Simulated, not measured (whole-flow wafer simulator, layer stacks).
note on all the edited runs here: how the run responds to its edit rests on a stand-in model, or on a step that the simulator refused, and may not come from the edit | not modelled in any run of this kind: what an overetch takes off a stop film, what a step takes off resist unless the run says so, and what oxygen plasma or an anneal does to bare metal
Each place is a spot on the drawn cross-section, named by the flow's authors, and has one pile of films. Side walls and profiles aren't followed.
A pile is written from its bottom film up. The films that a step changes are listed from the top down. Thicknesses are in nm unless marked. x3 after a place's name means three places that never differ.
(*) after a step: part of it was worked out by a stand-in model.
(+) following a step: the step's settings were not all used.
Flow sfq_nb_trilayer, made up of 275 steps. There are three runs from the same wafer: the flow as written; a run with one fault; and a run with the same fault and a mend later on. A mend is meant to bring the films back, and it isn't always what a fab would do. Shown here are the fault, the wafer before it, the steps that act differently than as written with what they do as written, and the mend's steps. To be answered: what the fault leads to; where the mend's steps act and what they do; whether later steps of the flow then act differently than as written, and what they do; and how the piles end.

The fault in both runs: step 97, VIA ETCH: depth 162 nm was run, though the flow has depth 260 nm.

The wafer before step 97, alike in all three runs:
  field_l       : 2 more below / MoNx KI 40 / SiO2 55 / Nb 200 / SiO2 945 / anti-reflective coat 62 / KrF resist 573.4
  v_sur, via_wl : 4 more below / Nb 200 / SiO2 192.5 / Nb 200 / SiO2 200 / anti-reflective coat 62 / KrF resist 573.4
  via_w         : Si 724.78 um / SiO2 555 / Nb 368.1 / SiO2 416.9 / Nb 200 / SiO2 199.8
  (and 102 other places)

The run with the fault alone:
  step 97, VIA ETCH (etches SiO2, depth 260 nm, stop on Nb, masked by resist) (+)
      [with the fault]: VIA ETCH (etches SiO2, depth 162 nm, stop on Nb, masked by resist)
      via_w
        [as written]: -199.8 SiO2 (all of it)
        [with the fault]: -162 SiO2
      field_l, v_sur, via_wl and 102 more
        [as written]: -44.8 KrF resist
        [with the fault]: -27.9 KrF resist
  Steps later in the flow that act otherwise than as written (not shown: 3 more steps that differ only slightly, by at most 2% or 0.5 nm, whichever is larger):
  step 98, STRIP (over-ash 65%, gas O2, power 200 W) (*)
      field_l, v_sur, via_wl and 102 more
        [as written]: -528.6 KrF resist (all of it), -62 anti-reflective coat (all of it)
        [with the fault]: -545.5 KrF resist (all of it), -62 anti-reflective coat (all of it)
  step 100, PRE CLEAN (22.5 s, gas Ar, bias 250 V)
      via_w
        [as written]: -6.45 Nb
        [with the fault]: -7.5 SiO2
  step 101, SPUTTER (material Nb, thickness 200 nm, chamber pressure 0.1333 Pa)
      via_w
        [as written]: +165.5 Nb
        [with the fault]: +173.6 Nb (new film)
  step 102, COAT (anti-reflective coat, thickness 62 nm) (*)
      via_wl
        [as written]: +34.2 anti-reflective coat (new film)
        [with the fault]: +33.2 anti-reflective coat (new film)
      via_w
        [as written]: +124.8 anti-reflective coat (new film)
        [with the fault]: +115 anti-reflective coat (new film)
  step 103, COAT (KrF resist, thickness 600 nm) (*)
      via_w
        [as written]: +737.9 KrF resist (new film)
        [with the fault]: +708.2 KrF resist (new film)
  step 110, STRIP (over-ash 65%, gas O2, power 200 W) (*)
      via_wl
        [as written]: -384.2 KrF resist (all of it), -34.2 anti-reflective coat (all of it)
        [with the fault]: -389.3 KrF resist (all of it), -33.2 anti-reflective coat (all of it)
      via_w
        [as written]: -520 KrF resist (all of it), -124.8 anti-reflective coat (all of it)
        [with the fault]: -490.4 KrF resist (all of it), -115 anti-reflective coat (all of it)
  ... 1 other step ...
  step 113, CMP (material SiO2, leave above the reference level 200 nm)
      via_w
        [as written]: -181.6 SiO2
        [with the fault]: -157.1 SiO2
  At via_w, the piles at the end differ from the flow's by more than 2% or 0.5 nm, whichever is larger.
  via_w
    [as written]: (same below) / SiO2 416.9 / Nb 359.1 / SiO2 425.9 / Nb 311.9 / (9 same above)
    [with the fault]: (same below) / SiO2 416.9 / Nb 200 / SiO2 30.3 / Nb 173.6 / SiO2 381.1 / Nb 311.9 / (9 same above)

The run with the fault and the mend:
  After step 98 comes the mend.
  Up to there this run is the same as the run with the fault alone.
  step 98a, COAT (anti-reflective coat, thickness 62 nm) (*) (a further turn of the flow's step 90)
      p4_fl x3, p4_w1 x9, p4_g1 x2 and 63 more
        +62 anti-reflective coat (new film)
      sp_r, be_r, r_sur and 11 more
        +61.8 anti-reflective coat (new film)
      gap, jj_sur, ce_l, c5j, ce_r
        +61.7 anti-reflective coat (new film)
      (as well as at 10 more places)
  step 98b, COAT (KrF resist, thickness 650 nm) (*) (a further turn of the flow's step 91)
      p4_fl x3, p4_w1 x9, p4_g1 x2 and 63 more
        +650 KrF resist (new film)
      res, r_end, moat, field_r, l0_sur, l0v
        +649.5 KrF resist (new film)
      lsp_l, ln_m5, lsp_m, ln_m6, lsp_r
        +649.6 KrF resist (new film)
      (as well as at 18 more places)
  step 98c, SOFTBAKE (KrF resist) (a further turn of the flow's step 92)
      leaves every film unchanged at each place that is followed
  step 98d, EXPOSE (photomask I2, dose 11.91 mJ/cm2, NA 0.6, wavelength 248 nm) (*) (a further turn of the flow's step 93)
      leaves every film unchanged at each place that is followed
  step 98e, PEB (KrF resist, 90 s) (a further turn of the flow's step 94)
      gap, jj_sur, ce_l and 93 more
        -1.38 KrF resist
      via_v, wire, be, be_sur
        -1.37 KrF resist
      field_l, via_sp
        -1.36 KrF resist
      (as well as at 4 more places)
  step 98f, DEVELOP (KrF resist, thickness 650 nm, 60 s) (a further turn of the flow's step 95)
      field_l, v_sur, via_wl and 102 more
        -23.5 KrF resist
      via_w
        -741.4 KrF resist (all of it)
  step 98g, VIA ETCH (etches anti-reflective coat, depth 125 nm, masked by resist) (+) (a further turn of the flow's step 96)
      field_l, v_sur, via_wl and 102 more
        -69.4 KrF resist
      via_w
        -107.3 anti-reflective coat (all of it)
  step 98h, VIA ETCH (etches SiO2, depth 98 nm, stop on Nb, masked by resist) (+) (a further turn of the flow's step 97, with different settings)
      field_l, v_sur, via_wl and 102 more
        -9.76 KrF resist
      via_w
        -37.8 SiO2 (all of it)
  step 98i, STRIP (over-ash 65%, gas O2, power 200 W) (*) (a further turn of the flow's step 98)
      p4_fl x3, p4_w1 x9, p4_g1 x2 and 63 more
        -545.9 KrF resist (all of it), -62 anti-reflective coat (all of it)
      res, r_end, moat, field_r, lsp_l, l0_sur, l0v
        -545.4 KrF resist (all of it), -61.8 anti-reflective coat (all of it)
      ln_m5, lsp_m, ln_m6, lsp_r
        -545.5 KrF resist (all of it), -61.8 anti-reflective coat (all of it)
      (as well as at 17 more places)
  None of the later steps of the flow acts differently than as written at any place that is followed.
  At every place that both follow, the piles at the end match the flow's.
